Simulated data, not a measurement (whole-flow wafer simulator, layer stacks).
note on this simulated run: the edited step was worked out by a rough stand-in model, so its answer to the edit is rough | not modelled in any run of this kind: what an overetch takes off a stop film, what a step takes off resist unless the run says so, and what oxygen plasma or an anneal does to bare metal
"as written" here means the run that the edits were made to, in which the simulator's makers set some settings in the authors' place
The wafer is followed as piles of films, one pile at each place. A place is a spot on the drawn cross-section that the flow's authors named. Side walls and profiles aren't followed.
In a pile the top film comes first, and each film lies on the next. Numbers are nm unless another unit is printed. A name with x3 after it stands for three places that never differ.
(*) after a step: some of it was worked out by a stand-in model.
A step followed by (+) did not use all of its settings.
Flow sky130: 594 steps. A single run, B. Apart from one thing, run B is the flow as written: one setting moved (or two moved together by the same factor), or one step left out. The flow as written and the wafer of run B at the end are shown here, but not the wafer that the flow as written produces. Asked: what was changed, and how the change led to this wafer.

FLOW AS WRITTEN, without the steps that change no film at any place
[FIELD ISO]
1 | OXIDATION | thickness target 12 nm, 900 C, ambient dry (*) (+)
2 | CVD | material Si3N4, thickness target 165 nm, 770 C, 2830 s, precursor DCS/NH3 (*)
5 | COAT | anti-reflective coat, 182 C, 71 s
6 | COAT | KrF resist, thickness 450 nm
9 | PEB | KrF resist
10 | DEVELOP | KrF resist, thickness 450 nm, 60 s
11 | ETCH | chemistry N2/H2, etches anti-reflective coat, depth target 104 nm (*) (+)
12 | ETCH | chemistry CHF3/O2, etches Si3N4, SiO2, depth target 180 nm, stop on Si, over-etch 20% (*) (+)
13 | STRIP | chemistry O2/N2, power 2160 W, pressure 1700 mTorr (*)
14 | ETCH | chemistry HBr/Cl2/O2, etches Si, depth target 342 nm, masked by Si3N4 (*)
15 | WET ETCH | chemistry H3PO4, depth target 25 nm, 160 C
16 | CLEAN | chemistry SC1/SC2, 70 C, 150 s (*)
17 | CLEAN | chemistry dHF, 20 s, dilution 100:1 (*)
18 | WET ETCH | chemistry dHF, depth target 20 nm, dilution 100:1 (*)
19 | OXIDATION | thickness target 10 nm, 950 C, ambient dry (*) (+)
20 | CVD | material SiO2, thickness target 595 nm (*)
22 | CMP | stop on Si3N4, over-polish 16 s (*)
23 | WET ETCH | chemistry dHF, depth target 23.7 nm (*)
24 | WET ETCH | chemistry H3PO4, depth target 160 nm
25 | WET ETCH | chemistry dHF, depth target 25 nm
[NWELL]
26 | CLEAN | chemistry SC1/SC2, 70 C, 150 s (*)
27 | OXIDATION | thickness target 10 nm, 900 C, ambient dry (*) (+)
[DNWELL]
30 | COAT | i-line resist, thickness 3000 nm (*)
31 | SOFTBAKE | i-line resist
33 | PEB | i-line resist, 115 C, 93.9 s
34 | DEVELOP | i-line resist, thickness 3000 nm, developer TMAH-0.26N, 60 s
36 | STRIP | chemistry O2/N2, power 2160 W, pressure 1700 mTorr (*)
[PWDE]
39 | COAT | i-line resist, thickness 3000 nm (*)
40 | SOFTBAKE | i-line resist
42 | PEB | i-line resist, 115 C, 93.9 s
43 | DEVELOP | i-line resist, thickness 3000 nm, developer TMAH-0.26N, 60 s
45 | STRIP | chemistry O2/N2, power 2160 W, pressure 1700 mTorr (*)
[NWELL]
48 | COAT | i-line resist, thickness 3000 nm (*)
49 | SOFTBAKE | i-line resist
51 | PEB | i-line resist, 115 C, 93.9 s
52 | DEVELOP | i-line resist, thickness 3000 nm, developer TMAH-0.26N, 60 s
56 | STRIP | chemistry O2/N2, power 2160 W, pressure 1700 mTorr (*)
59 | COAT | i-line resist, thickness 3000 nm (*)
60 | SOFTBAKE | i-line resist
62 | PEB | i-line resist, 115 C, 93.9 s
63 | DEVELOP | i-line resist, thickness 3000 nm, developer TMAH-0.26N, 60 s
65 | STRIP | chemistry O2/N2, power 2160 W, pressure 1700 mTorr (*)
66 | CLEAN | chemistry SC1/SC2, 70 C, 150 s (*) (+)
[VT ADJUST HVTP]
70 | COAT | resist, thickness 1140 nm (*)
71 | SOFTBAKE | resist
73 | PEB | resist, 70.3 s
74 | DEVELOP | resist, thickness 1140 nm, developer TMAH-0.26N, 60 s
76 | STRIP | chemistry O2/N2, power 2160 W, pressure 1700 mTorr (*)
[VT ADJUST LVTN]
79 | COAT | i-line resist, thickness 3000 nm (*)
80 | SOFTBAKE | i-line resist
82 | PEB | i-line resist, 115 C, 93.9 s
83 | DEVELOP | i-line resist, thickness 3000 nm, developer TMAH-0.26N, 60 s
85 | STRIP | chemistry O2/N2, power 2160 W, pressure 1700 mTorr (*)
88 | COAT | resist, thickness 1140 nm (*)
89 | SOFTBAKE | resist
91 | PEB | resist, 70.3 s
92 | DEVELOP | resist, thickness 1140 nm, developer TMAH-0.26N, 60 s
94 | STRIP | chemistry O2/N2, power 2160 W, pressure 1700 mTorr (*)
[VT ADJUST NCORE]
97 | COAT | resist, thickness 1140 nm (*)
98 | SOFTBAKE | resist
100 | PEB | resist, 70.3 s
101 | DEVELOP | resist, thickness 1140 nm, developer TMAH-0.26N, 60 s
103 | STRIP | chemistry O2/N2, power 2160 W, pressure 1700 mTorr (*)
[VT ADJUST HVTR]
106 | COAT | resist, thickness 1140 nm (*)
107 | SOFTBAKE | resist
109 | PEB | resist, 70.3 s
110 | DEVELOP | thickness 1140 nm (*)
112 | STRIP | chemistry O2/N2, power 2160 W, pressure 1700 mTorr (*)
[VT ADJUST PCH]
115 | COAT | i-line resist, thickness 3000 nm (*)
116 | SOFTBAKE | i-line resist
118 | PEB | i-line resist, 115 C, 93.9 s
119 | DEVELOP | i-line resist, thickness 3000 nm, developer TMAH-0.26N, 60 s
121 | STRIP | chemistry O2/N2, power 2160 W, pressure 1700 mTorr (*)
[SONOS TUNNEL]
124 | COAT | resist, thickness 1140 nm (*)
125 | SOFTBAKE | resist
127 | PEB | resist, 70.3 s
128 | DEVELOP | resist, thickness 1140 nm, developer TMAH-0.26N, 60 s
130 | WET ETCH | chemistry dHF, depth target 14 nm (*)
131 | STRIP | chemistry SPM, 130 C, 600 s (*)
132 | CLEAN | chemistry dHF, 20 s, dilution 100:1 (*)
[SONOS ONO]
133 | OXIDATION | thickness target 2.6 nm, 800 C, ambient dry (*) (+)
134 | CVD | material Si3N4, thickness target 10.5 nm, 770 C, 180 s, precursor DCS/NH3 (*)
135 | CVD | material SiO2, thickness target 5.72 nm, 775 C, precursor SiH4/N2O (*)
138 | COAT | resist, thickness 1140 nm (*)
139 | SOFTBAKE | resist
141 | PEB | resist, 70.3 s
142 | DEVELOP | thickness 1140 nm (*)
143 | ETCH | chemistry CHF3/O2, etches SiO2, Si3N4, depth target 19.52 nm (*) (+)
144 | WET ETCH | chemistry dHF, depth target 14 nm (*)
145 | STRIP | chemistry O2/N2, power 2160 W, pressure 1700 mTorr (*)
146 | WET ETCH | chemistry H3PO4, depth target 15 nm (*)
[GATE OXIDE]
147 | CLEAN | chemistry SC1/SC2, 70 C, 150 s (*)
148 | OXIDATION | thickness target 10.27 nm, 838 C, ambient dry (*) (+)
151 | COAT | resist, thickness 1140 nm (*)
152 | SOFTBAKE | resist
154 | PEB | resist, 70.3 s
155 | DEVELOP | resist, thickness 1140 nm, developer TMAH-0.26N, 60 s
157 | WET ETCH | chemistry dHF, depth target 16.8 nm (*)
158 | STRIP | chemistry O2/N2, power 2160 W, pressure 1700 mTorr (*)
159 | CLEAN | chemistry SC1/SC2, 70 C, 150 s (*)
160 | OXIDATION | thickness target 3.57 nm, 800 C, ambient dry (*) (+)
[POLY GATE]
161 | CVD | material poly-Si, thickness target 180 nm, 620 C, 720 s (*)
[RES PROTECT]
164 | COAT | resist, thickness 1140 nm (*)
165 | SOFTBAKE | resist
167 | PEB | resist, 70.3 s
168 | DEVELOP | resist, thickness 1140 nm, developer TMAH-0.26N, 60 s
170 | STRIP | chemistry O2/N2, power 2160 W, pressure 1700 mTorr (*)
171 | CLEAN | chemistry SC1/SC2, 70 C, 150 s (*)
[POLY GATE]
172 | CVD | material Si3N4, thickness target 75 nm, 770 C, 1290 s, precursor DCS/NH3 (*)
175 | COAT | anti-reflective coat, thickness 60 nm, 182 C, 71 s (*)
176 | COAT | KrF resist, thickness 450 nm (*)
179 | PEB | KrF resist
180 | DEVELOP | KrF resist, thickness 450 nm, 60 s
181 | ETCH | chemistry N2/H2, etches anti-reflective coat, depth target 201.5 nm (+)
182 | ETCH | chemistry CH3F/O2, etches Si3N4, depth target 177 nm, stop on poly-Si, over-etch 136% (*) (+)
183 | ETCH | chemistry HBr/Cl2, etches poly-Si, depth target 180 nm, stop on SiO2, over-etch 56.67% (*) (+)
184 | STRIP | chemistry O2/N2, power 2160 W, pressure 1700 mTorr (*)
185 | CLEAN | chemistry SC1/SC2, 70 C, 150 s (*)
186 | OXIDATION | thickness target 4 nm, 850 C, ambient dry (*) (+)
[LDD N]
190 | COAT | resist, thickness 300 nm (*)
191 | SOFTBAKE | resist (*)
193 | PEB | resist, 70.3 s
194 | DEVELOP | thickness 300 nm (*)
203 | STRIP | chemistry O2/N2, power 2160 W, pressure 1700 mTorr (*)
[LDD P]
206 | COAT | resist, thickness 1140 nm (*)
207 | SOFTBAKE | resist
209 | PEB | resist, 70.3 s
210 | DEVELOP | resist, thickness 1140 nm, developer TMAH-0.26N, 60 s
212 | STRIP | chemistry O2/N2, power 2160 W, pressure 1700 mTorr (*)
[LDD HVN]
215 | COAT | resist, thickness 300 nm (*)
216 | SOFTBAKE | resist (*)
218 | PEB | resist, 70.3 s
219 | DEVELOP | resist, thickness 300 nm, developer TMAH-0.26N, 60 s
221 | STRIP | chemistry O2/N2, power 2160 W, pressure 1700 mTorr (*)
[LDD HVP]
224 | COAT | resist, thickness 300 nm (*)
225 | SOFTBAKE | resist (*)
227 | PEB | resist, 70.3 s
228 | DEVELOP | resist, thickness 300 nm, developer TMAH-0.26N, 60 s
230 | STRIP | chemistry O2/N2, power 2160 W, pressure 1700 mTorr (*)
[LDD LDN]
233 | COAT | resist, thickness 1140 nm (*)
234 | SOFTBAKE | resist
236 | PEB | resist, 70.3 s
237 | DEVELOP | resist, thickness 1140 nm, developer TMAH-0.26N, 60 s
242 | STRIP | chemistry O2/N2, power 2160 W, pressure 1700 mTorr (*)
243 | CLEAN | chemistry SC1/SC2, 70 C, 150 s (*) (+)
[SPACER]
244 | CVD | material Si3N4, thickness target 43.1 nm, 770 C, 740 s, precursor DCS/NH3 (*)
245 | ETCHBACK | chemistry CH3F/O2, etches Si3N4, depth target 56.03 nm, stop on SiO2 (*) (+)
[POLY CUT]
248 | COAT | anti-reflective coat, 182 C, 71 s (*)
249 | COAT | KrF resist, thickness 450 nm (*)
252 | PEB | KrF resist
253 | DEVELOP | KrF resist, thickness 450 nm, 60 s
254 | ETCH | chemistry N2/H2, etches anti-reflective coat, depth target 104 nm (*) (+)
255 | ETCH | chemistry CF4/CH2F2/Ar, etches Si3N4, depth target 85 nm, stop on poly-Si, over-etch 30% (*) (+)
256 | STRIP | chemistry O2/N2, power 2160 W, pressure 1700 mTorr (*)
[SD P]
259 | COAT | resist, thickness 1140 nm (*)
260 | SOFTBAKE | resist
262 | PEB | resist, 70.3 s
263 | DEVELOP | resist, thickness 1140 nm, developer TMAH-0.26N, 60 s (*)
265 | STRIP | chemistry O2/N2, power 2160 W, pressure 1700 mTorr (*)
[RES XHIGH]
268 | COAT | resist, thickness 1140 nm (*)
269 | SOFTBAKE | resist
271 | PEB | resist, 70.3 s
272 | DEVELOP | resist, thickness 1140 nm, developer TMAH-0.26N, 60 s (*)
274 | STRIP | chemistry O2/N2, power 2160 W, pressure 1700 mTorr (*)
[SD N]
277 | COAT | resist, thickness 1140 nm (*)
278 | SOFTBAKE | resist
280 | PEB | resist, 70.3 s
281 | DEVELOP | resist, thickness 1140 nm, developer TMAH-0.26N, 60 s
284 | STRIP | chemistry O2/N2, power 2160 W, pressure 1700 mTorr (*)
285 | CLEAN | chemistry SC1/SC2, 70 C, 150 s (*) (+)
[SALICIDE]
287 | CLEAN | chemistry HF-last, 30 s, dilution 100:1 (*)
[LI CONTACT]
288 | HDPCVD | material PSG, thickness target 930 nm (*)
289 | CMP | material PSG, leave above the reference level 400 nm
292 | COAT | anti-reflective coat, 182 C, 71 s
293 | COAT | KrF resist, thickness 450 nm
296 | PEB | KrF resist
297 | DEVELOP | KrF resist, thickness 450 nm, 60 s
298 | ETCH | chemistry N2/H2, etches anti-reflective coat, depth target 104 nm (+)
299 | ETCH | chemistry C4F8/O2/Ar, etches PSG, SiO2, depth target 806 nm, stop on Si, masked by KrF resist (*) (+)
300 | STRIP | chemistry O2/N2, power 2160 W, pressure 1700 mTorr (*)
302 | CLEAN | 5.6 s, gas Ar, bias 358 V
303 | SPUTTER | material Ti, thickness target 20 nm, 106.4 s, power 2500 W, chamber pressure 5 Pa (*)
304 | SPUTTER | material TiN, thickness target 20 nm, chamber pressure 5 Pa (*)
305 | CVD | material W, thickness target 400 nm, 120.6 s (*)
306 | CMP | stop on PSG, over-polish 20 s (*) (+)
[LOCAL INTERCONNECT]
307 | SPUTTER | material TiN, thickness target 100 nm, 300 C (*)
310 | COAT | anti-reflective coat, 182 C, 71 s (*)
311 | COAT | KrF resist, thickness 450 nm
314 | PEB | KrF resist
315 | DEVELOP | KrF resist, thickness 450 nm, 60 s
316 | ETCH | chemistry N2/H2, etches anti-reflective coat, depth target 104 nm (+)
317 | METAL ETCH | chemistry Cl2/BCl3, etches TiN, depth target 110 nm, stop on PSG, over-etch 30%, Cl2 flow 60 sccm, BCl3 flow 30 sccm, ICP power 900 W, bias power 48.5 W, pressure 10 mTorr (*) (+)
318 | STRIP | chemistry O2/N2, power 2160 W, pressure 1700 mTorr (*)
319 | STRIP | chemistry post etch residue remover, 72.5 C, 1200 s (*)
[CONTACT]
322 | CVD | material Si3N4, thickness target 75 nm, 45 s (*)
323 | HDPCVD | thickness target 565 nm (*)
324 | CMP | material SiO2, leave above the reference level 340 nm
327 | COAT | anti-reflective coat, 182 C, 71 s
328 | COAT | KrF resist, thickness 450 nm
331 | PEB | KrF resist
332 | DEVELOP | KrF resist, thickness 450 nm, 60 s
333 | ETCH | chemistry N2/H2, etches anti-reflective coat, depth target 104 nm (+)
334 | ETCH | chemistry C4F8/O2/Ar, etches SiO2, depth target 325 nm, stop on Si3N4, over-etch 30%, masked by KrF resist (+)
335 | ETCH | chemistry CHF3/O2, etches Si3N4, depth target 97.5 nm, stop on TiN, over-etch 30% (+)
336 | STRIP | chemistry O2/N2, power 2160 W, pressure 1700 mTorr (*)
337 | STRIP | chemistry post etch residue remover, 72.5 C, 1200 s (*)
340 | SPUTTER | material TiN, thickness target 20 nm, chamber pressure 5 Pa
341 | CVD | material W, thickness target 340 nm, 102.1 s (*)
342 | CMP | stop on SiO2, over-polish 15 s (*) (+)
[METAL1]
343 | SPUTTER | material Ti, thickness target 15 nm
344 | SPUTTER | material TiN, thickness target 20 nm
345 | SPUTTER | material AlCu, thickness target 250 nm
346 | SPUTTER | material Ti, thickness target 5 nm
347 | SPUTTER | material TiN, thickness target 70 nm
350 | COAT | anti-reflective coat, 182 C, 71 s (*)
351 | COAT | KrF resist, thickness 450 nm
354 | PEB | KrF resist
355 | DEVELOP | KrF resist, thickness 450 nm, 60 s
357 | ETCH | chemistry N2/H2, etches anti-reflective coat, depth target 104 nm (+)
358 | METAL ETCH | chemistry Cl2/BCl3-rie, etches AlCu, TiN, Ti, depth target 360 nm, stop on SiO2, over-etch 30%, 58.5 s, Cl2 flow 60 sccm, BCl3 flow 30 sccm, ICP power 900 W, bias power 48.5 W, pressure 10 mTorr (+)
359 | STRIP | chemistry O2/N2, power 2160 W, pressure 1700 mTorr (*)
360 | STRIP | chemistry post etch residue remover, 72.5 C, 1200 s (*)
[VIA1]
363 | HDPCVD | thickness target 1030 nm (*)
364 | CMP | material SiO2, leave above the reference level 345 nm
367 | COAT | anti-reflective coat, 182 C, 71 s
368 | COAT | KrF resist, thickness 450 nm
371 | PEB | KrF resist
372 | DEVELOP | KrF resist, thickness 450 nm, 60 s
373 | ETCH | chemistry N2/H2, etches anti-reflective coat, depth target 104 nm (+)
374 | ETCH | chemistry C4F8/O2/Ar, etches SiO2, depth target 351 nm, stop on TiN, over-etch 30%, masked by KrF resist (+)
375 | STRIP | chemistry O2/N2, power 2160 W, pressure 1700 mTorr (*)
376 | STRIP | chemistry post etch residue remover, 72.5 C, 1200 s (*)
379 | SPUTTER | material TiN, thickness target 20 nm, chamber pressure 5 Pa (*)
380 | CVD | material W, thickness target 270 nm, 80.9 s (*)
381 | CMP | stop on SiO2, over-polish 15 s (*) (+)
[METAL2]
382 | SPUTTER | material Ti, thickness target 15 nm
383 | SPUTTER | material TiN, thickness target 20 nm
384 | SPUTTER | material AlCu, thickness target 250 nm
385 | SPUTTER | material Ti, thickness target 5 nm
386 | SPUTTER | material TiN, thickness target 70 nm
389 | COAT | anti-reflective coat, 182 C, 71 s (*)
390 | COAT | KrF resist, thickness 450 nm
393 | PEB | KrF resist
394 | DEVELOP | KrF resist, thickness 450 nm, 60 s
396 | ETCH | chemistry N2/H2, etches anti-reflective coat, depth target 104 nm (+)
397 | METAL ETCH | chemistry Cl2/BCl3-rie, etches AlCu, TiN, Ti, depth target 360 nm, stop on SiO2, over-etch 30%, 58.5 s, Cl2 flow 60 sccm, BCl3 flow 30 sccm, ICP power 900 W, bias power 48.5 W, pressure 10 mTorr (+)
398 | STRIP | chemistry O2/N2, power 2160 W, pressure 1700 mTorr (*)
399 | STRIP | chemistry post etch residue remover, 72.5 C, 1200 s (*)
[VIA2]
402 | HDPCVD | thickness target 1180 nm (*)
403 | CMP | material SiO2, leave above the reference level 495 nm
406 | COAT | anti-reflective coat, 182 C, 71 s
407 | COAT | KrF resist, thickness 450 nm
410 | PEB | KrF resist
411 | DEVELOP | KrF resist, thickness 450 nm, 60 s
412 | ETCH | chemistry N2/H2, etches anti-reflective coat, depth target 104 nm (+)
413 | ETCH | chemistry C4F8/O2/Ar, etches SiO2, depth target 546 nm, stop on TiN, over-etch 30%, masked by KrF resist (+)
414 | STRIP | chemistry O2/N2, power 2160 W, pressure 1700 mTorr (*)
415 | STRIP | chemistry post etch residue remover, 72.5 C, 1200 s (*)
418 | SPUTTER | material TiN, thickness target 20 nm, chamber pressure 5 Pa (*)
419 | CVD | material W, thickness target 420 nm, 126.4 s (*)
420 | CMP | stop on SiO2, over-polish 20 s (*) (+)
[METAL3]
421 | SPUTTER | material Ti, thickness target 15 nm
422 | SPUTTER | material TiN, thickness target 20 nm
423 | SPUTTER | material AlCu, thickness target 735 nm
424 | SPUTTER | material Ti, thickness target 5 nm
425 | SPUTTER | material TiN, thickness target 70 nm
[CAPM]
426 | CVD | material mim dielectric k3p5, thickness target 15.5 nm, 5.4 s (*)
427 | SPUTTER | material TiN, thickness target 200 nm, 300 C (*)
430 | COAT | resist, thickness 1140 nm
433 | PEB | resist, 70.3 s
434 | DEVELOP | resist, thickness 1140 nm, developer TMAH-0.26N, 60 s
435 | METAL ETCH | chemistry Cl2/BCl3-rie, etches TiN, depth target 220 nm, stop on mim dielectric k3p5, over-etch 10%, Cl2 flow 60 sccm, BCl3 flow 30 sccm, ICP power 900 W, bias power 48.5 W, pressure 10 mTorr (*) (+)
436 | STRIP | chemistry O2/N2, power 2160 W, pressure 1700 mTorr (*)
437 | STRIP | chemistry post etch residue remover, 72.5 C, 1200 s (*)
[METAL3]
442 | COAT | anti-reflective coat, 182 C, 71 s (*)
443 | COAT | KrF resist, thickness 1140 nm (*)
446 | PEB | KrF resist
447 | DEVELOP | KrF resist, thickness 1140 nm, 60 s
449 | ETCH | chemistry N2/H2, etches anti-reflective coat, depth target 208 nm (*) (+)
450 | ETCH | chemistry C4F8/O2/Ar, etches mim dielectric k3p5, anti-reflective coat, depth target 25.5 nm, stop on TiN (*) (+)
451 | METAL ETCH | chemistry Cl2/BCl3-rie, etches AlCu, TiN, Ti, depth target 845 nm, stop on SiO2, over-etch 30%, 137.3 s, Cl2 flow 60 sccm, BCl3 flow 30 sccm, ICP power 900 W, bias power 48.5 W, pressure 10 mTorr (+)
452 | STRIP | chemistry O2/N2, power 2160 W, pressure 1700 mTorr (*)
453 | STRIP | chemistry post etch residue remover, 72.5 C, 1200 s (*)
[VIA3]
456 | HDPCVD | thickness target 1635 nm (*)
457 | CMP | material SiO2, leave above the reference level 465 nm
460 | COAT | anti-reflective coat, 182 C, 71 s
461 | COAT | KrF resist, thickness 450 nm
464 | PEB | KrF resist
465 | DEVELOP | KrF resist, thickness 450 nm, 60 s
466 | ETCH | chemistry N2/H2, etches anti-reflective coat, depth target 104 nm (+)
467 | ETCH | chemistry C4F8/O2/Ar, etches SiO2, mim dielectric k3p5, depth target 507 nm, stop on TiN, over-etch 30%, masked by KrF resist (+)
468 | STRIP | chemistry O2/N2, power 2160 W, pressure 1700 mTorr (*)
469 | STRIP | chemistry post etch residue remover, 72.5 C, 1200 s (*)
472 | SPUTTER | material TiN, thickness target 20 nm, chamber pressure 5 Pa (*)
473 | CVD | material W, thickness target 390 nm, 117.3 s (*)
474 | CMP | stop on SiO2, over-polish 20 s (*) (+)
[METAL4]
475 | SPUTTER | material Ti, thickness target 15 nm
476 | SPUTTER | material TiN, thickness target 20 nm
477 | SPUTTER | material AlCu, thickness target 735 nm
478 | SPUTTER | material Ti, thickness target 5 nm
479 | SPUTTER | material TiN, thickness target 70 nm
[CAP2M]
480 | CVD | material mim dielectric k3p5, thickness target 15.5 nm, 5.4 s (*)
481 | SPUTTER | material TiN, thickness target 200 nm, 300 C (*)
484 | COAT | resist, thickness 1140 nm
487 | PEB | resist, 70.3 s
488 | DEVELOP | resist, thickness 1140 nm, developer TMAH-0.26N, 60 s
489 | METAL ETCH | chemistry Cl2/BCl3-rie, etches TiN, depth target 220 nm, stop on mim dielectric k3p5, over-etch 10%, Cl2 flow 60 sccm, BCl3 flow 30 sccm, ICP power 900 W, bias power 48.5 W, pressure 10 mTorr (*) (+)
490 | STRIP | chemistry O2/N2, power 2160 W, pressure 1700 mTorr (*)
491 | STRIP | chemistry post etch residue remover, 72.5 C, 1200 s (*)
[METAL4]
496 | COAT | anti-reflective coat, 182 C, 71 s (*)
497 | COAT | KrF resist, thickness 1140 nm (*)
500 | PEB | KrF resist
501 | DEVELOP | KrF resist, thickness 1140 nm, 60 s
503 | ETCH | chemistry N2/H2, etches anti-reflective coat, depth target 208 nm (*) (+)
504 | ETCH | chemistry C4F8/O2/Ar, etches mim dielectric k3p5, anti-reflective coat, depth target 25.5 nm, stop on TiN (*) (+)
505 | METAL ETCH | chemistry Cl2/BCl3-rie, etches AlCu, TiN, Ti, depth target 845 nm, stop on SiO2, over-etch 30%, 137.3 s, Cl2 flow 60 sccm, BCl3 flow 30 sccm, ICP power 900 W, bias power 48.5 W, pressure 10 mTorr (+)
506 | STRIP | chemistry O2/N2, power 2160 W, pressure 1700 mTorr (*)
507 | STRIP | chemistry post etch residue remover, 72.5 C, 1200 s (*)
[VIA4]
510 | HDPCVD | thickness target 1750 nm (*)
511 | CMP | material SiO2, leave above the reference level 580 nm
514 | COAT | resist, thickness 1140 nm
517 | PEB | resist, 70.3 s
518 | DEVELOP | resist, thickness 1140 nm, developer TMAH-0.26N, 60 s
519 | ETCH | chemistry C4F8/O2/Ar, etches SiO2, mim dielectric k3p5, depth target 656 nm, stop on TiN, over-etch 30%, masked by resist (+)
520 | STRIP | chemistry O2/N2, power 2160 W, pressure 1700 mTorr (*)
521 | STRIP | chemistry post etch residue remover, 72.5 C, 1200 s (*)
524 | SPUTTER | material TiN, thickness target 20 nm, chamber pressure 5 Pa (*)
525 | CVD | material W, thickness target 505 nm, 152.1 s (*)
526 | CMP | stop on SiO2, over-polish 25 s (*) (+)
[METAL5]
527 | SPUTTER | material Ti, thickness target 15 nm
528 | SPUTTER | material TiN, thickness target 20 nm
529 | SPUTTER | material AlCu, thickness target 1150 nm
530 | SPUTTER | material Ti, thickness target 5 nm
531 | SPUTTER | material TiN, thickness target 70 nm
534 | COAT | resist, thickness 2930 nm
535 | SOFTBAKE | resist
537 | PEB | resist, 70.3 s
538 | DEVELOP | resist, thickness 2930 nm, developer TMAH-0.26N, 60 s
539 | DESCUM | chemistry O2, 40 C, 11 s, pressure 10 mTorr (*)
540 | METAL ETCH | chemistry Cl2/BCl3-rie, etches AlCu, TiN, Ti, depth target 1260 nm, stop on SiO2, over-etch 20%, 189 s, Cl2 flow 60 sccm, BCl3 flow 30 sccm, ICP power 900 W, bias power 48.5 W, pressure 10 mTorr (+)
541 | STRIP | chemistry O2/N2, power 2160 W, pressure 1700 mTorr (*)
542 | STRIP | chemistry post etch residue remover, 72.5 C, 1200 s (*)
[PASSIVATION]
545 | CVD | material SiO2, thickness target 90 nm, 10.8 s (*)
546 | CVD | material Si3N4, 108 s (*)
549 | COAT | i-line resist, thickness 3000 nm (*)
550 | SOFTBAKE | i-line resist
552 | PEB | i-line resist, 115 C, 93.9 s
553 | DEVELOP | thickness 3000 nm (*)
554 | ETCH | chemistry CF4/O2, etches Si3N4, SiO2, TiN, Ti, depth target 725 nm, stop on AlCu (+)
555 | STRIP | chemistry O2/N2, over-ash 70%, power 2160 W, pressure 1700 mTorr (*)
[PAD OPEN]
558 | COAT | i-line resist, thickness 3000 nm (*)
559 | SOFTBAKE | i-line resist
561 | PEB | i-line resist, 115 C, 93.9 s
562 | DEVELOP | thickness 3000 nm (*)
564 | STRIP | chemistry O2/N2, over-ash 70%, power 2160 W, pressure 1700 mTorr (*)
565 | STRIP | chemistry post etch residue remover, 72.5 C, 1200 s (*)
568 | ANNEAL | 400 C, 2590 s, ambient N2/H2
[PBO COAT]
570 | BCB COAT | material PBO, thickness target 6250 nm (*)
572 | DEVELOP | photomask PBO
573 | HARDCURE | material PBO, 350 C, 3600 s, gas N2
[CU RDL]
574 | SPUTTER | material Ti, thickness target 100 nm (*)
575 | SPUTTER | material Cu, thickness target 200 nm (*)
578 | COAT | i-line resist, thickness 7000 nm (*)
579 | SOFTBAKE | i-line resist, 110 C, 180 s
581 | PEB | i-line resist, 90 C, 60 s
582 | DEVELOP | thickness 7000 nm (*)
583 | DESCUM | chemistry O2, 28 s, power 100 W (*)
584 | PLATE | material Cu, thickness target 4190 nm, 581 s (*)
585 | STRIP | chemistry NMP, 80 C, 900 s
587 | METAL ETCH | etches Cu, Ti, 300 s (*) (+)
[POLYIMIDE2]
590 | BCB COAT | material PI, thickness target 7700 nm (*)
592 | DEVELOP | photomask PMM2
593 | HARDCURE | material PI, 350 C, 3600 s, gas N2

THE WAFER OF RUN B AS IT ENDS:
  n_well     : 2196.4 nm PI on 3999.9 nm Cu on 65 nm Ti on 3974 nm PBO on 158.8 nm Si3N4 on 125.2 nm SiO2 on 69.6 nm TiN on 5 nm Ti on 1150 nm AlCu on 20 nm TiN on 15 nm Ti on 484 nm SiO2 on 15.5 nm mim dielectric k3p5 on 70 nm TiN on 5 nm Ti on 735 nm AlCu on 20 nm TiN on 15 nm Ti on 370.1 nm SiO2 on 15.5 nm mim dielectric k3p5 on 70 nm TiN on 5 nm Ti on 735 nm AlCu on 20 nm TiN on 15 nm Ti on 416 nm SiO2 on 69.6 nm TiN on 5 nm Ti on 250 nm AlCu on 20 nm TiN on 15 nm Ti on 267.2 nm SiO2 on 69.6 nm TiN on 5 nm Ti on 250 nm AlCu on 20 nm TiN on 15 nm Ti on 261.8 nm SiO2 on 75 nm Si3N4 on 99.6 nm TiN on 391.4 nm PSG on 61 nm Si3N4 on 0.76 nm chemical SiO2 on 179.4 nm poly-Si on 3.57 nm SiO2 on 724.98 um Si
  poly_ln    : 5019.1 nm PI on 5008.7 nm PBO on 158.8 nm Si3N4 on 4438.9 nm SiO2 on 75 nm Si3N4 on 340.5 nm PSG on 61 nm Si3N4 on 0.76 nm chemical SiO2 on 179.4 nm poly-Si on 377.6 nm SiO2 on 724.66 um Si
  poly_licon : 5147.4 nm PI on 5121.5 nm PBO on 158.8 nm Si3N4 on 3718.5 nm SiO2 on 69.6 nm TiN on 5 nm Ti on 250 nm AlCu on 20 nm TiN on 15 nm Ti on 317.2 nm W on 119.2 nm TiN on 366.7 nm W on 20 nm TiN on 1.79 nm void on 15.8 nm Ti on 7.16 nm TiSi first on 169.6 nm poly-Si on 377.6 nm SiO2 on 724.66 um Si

What caused this: step 574, SPUTTER: thickness target 65 nm was run, while the flow as written has thickness target 100 nm.
The wafer itself shows it: n_well has Ti 65, and step 574 as written asks for 100 nm.

Step by step, how the change led to this:
  574 | SPUTTER | material Ti, thickness target 100 nm (*)
      field, active, n_well and 190 more: +65 Ti (new film) (in the flow as written it would be: +100 Ti (new film))
  587 | METAL ETCH | etches Cu, Ti, 300 s (*) (+)
      field, active, gate and 167 more: -200 Cu (all of it), -65 Ti (all of it) (in the flow as written it would be: -200 Cu (all of it), -100 Ti (all of it))
  590 | BCB COAT | material PI, thickness target 7700 nm (*)
      de16_gate_nw: +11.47 um PI (new film) (in the flow as written it would be: +11.5 um PI (new film))
